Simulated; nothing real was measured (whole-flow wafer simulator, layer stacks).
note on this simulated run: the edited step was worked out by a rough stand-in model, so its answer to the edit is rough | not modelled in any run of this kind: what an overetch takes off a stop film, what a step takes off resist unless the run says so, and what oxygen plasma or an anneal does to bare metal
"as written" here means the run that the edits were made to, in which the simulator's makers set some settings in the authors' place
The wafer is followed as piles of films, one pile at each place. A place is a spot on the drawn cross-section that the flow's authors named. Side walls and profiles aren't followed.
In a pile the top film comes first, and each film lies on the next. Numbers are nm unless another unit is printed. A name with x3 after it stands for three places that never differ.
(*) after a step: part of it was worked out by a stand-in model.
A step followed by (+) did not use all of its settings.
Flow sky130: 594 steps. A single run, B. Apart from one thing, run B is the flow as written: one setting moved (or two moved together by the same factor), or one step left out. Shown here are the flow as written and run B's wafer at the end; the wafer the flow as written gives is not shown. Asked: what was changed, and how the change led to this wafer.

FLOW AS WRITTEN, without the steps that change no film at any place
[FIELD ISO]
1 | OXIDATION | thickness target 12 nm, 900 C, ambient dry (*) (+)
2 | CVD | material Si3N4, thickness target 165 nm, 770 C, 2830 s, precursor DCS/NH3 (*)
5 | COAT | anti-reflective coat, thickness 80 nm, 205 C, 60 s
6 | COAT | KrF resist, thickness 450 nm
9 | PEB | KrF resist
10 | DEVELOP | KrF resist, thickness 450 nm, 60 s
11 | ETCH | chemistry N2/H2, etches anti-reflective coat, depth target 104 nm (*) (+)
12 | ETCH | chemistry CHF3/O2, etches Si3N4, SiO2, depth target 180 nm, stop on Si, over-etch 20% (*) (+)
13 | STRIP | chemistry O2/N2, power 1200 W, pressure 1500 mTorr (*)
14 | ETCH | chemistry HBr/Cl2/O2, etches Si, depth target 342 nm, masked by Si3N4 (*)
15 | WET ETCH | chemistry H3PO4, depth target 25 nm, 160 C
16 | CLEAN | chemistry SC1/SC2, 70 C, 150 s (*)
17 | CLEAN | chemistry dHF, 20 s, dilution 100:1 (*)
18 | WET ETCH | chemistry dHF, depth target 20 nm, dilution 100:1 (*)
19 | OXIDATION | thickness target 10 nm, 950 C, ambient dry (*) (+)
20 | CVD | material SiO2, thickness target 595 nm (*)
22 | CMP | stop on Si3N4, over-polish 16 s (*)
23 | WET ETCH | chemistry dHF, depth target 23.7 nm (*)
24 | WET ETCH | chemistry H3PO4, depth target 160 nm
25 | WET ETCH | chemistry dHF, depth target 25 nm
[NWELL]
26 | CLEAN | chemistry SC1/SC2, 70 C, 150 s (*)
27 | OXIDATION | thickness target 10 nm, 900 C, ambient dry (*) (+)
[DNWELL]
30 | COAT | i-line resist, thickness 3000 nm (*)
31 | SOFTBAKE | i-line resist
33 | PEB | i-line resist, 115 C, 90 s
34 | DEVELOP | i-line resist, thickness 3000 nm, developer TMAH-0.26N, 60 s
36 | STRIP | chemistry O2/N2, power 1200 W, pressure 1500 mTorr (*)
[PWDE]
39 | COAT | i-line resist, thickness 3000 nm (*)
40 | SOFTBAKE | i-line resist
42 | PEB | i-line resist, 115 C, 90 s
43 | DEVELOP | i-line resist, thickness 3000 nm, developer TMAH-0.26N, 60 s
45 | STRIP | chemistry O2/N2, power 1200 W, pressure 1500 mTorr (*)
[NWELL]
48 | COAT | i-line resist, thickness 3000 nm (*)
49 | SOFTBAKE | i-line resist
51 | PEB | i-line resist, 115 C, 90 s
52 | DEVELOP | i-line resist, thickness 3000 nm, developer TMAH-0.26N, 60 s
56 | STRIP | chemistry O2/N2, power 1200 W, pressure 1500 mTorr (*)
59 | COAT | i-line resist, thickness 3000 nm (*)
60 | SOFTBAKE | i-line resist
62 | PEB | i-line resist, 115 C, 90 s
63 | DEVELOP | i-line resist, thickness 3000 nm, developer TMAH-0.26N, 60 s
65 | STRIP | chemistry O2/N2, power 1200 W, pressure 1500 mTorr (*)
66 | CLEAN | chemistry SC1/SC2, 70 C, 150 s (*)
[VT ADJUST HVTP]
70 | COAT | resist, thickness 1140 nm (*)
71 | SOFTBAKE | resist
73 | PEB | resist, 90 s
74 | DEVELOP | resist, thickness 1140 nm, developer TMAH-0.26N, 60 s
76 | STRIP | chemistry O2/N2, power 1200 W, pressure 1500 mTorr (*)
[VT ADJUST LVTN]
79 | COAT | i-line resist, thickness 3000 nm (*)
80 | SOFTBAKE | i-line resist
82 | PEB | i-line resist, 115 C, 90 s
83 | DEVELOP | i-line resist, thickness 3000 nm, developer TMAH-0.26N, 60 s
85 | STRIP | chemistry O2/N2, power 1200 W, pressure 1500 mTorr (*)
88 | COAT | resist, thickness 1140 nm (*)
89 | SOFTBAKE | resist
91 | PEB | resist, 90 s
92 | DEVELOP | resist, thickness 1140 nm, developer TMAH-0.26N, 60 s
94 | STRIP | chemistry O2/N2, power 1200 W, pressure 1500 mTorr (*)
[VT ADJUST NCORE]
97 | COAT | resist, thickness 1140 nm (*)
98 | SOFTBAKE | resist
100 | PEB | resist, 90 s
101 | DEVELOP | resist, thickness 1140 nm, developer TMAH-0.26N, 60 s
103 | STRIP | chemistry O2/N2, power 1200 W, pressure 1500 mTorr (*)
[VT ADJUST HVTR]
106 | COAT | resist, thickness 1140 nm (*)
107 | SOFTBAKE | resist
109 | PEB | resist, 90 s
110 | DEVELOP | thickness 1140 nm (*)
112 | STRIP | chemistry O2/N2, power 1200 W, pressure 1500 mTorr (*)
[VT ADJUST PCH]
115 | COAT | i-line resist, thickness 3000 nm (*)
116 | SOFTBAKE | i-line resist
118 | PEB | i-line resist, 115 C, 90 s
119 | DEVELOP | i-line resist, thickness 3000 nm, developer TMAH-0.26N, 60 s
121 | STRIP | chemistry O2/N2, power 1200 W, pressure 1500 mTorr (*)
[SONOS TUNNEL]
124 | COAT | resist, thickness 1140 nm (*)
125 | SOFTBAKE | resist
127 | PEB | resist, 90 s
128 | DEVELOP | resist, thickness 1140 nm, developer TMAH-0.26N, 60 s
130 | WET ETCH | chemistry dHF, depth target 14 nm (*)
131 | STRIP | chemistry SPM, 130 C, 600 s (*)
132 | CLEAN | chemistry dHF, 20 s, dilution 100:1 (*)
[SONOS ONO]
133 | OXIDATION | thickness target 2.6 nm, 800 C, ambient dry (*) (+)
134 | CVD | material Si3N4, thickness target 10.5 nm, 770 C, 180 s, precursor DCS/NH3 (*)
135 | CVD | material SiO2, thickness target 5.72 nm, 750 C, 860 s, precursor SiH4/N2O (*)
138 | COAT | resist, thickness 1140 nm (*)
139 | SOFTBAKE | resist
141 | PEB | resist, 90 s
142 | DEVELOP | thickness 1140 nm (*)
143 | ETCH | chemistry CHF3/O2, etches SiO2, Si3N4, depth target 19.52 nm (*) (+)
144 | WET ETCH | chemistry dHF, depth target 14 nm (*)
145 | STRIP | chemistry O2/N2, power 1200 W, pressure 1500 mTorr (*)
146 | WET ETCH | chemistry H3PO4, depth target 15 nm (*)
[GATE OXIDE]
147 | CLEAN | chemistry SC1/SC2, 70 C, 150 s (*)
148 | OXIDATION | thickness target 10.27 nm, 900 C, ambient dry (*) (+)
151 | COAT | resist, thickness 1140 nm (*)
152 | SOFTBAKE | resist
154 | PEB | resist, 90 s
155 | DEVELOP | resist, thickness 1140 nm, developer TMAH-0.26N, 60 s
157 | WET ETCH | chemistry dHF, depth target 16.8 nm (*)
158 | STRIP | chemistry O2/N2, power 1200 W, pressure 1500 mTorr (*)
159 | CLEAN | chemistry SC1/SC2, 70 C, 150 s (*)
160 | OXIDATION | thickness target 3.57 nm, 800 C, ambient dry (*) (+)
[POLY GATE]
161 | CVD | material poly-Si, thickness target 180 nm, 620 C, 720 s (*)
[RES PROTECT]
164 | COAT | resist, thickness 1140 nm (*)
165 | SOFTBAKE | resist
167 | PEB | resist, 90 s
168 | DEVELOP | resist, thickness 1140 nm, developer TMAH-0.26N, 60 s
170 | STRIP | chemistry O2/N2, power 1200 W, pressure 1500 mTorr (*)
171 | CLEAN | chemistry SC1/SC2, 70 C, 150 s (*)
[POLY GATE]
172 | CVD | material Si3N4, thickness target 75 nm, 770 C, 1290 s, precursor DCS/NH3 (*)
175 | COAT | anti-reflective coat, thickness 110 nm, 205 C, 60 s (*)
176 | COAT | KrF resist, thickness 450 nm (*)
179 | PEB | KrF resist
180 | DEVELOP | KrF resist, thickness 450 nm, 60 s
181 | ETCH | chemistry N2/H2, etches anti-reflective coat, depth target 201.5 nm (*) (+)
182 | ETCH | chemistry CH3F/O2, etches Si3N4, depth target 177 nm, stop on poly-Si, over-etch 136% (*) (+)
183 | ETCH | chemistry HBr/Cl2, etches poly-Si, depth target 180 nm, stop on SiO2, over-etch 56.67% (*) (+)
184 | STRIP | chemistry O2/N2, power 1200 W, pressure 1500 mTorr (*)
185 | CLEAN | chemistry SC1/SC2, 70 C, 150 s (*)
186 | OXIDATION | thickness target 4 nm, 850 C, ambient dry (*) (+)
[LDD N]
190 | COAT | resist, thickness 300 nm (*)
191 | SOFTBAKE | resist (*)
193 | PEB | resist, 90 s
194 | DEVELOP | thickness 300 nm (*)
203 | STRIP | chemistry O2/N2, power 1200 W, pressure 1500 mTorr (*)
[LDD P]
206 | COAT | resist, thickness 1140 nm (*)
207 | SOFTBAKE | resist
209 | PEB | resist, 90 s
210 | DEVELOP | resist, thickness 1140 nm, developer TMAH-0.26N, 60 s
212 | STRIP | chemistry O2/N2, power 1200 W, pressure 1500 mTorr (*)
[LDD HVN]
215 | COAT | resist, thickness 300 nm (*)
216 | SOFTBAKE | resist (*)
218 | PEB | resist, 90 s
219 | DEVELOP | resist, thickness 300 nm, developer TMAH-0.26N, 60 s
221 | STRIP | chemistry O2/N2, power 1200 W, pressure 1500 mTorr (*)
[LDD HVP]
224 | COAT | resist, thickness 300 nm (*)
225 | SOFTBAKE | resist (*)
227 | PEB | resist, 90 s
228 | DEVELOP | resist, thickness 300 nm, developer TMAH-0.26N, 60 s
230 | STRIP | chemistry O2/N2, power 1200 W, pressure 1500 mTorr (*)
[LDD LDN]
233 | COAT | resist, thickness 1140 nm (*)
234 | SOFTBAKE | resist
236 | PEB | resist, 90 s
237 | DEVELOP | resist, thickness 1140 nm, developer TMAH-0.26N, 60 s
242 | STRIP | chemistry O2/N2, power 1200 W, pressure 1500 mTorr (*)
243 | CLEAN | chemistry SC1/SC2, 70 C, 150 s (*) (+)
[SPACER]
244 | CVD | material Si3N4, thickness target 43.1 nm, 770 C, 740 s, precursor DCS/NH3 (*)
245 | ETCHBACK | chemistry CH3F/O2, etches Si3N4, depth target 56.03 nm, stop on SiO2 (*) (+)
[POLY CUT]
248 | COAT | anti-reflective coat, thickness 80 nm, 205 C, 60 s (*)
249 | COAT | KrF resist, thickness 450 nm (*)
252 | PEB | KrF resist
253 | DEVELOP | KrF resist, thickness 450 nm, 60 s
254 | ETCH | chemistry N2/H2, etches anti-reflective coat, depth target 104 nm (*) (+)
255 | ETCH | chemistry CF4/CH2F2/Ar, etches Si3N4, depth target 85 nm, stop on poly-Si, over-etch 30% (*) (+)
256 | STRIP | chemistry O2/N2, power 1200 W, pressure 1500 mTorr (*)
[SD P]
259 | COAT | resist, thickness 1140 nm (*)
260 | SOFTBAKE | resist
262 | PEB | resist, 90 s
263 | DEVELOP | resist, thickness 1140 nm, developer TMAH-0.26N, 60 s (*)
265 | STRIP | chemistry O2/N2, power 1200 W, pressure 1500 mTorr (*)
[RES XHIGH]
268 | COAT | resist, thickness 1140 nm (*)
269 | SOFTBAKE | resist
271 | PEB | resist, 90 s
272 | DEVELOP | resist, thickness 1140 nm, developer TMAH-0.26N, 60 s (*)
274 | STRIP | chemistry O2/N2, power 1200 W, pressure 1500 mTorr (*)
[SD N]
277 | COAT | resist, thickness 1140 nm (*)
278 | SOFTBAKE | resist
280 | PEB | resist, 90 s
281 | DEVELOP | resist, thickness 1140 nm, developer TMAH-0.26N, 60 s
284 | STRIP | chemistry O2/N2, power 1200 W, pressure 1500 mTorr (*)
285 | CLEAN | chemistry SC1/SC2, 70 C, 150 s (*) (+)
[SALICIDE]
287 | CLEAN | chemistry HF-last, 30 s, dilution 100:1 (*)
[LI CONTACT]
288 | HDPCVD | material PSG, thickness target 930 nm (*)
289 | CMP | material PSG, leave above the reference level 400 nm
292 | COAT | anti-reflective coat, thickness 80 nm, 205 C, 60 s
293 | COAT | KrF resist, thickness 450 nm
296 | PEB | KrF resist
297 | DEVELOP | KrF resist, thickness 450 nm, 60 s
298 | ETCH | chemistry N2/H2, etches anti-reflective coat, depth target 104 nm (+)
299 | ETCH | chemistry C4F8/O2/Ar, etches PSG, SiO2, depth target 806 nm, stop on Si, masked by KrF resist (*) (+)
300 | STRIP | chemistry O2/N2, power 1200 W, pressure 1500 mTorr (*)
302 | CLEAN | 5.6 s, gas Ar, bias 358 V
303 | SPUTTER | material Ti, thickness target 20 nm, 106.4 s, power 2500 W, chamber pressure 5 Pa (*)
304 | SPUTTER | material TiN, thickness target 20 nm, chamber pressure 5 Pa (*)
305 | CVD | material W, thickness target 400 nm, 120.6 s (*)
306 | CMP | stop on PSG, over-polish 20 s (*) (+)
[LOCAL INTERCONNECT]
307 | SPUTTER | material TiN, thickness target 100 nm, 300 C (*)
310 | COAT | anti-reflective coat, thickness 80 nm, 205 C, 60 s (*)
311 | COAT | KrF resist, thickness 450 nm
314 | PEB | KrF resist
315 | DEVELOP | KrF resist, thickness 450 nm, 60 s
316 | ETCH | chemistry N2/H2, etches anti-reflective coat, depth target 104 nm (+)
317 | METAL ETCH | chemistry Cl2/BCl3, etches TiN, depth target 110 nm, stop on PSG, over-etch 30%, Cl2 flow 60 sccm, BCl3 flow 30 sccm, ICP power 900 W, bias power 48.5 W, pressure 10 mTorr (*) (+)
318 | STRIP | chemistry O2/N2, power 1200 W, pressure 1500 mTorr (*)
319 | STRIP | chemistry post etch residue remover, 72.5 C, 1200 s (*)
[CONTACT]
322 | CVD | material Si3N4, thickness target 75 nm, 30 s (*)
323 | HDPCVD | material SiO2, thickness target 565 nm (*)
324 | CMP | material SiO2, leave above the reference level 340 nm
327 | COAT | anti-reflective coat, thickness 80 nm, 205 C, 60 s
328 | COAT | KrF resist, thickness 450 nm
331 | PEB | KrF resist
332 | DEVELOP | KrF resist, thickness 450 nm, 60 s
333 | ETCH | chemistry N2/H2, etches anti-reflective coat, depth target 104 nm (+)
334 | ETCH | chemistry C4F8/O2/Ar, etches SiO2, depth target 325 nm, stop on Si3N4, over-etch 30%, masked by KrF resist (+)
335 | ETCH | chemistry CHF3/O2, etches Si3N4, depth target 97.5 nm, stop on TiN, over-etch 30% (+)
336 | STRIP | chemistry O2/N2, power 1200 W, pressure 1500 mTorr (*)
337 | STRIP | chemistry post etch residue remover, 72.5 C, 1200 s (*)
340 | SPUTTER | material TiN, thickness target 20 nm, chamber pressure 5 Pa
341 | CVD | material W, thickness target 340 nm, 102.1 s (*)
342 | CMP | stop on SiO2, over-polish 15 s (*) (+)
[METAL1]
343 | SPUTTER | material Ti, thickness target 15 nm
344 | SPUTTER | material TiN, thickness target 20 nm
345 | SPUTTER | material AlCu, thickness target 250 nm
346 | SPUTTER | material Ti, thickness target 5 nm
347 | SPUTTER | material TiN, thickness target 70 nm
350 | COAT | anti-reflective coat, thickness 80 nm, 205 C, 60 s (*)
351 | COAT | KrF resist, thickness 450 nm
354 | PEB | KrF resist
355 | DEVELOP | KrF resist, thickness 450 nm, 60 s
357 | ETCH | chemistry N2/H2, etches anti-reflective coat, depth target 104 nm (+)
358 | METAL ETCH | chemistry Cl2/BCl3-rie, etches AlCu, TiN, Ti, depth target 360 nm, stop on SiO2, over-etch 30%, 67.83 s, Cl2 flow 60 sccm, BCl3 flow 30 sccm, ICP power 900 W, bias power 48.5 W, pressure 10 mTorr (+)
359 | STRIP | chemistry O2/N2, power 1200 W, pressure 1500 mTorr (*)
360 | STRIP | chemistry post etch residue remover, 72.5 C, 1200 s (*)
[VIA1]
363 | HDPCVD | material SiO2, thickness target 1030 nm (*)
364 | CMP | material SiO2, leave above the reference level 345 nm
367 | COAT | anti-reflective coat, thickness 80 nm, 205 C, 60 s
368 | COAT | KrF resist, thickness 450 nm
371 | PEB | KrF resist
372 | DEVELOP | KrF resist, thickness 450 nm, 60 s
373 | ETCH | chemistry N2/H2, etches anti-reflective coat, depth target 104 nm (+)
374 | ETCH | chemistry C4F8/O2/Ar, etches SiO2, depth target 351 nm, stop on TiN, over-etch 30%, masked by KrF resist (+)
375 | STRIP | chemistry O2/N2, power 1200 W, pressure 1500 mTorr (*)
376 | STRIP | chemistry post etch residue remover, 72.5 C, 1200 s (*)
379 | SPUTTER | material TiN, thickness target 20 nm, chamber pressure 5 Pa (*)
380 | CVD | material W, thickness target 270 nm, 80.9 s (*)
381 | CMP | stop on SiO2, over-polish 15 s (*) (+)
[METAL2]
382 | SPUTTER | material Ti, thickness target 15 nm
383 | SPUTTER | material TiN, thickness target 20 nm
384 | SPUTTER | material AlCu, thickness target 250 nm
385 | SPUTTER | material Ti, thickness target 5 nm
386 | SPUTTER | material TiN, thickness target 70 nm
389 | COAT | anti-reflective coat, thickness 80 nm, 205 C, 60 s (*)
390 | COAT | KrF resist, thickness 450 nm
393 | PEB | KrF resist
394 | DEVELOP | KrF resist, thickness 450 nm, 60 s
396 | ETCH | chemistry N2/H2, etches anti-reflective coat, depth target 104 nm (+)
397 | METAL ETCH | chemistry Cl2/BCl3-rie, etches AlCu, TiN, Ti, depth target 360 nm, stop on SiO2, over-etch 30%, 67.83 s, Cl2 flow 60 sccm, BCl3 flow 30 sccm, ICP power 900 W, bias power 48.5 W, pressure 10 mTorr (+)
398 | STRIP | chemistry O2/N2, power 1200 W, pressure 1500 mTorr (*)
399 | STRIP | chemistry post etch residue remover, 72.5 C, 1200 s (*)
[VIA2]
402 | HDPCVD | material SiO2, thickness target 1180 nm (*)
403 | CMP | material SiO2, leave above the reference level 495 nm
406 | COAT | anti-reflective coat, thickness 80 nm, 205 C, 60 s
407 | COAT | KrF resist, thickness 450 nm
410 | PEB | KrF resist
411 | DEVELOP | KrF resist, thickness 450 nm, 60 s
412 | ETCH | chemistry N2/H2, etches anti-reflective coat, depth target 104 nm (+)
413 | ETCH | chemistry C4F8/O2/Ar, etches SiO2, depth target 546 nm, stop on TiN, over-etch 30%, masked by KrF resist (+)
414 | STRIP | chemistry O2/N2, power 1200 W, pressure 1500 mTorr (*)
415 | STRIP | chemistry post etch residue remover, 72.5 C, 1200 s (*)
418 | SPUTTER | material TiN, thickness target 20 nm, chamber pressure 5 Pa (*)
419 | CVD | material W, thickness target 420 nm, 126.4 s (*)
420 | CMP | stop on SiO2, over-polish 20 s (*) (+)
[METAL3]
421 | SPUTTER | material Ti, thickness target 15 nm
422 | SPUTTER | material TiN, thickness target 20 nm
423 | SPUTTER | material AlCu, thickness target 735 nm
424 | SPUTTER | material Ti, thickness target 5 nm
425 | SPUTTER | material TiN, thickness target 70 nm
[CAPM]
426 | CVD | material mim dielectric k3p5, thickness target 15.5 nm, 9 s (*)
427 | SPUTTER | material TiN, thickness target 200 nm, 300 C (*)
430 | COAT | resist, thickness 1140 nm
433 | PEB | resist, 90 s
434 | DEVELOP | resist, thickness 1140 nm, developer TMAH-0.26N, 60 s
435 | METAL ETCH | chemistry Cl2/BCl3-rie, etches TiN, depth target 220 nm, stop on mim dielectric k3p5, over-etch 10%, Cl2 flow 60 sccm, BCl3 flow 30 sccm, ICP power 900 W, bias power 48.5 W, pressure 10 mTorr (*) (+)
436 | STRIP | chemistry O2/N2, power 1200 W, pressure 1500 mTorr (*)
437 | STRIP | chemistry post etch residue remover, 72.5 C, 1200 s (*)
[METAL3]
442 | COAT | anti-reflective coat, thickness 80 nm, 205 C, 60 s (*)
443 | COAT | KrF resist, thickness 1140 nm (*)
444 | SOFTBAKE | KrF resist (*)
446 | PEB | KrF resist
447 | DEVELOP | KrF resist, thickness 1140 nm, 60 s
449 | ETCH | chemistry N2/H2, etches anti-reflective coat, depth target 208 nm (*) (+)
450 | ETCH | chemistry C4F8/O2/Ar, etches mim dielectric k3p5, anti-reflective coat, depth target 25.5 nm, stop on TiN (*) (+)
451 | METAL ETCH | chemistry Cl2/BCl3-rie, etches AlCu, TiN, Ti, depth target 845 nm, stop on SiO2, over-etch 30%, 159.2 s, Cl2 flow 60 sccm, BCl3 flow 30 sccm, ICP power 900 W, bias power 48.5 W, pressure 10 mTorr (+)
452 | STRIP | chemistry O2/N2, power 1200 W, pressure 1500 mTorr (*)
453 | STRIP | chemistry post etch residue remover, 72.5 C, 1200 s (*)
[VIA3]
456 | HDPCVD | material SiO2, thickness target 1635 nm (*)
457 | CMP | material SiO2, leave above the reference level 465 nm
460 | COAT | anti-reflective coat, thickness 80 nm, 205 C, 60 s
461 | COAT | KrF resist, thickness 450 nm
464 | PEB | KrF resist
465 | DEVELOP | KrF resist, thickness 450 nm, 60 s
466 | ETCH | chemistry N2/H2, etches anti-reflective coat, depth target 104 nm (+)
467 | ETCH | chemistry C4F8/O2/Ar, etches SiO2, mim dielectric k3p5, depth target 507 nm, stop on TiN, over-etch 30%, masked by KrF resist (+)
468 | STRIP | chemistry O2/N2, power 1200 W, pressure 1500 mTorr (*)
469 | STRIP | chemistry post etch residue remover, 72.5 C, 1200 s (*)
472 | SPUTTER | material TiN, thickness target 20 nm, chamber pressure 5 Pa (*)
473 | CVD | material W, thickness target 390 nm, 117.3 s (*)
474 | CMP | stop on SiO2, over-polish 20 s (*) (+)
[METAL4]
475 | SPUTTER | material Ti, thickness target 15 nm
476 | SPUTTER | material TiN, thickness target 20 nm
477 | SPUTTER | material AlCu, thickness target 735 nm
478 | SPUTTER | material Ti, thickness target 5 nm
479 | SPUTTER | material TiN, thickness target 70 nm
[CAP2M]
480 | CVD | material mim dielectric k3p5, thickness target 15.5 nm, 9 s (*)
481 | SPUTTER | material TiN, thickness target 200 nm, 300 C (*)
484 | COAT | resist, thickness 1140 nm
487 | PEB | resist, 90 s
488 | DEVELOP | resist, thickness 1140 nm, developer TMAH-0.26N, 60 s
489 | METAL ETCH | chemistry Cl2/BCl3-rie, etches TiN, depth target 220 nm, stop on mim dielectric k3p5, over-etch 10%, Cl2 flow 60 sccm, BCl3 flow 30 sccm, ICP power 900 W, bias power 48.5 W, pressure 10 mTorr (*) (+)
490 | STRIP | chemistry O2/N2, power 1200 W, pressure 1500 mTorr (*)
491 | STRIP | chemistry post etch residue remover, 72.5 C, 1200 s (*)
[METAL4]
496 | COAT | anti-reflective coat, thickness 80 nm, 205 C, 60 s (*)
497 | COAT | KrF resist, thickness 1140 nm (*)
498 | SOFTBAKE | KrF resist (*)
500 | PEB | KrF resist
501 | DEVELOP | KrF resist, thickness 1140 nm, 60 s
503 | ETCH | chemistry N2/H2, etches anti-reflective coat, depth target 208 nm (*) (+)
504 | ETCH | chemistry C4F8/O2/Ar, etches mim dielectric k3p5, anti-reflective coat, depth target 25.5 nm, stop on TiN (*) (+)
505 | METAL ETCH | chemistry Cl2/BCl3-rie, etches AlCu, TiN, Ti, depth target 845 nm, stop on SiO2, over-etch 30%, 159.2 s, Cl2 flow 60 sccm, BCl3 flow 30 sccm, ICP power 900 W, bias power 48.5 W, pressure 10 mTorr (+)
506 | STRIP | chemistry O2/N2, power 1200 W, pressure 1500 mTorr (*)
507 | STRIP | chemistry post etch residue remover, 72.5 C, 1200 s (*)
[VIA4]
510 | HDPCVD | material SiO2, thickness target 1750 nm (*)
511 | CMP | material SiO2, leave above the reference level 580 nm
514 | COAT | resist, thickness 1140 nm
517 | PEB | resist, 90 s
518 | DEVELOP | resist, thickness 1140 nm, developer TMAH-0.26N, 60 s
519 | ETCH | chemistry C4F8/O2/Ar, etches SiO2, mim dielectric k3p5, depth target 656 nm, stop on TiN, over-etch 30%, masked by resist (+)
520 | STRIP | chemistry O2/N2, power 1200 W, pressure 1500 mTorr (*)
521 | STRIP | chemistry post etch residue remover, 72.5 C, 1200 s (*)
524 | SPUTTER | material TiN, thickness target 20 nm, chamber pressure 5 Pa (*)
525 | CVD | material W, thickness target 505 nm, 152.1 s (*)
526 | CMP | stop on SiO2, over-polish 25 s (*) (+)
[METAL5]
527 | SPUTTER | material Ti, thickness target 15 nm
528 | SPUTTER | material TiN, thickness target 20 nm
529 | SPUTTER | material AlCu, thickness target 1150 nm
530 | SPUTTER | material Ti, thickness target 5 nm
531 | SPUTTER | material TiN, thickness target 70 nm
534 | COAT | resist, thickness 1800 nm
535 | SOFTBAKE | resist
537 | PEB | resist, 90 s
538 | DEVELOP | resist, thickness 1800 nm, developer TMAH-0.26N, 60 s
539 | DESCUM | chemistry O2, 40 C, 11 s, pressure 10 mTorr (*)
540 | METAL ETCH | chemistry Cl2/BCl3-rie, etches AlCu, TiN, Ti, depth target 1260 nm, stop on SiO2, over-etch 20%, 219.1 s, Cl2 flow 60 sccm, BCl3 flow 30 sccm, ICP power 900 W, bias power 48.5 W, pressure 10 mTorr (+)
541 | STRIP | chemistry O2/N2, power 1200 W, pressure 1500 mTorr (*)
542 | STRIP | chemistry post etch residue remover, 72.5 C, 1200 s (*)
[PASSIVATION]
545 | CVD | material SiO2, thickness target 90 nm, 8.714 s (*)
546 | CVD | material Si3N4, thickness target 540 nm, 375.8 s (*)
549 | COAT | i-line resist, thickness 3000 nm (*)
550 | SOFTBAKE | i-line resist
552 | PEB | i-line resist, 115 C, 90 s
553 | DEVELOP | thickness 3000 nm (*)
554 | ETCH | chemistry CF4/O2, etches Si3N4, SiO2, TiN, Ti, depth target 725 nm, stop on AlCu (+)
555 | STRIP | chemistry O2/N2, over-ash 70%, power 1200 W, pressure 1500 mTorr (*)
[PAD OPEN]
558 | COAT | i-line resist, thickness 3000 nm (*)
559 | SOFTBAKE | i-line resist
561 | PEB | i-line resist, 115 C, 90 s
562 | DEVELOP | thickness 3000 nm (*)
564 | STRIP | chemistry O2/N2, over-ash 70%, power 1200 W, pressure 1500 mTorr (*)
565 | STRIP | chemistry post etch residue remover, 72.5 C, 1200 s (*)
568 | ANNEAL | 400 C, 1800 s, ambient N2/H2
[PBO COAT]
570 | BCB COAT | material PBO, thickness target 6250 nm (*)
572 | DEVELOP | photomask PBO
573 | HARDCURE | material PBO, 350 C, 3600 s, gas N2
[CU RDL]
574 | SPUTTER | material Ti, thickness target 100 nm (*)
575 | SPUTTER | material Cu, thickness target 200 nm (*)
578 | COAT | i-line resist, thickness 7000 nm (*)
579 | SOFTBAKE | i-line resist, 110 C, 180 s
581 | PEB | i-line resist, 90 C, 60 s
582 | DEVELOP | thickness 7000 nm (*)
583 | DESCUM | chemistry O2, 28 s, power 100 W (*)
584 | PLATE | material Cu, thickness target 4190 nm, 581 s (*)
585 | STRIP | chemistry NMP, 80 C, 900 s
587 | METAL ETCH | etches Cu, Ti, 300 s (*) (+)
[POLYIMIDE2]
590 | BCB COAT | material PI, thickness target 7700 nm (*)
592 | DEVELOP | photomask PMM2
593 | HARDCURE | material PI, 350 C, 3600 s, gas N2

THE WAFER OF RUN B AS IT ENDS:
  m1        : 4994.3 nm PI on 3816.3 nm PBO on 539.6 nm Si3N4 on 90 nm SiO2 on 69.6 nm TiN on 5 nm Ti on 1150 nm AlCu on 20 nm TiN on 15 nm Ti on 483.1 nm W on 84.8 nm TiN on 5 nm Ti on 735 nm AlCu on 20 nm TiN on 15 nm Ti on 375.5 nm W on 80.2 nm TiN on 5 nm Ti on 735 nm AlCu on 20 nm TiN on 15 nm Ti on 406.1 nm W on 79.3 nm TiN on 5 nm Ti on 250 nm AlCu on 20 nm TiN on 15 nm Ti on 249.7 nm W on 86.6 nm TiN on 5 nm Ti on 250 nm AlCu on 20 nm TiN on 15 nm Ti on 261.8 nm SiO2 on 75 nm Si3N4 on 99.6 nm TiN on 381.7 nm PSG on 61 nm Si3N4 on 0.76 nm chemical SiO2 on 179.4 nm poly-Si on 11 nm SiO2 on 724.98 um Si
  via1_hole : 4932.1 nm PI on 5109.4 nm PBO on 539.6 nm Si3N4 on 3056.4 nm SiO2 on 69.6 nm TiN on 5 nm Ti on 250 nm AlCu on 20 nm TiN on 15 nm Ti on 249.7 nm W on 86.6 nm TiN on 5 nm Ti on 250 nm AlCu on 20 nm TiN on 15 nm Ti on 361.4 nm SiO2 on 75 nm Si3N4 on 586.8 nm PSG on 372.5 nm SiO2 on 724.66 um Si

What caused this: step 379, SPUTTER: thickness target 32 nm was run, while the flow as written has thickness target 20 nm.

Step by step, how the change led to this:
  379 | SPUTTER | material TiN, thickness target 20 nm, chamber pressure 5 Pa (*)
      field, active, n_well and 186 more: +32 TiN (new film) (as written it would have been: +20 TiN (new film))
      m1: +17.5 TiN (as written it would have been: +11 TiN)
      (and at 1 other place as well)
  381 | CMP | stop on SiO2, over-polish 15 s (*) (+)
      field, active, n_well and 186 more: -270 W (all of it), -32 TiN (all of it), -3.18 SiO2 (as written it would have been: -270 W (all of it), -20 TiN (all of it), -3.18 SiO2)
      m1, via1_hole: -305.6 W (as written it would have been: -293.6 W)
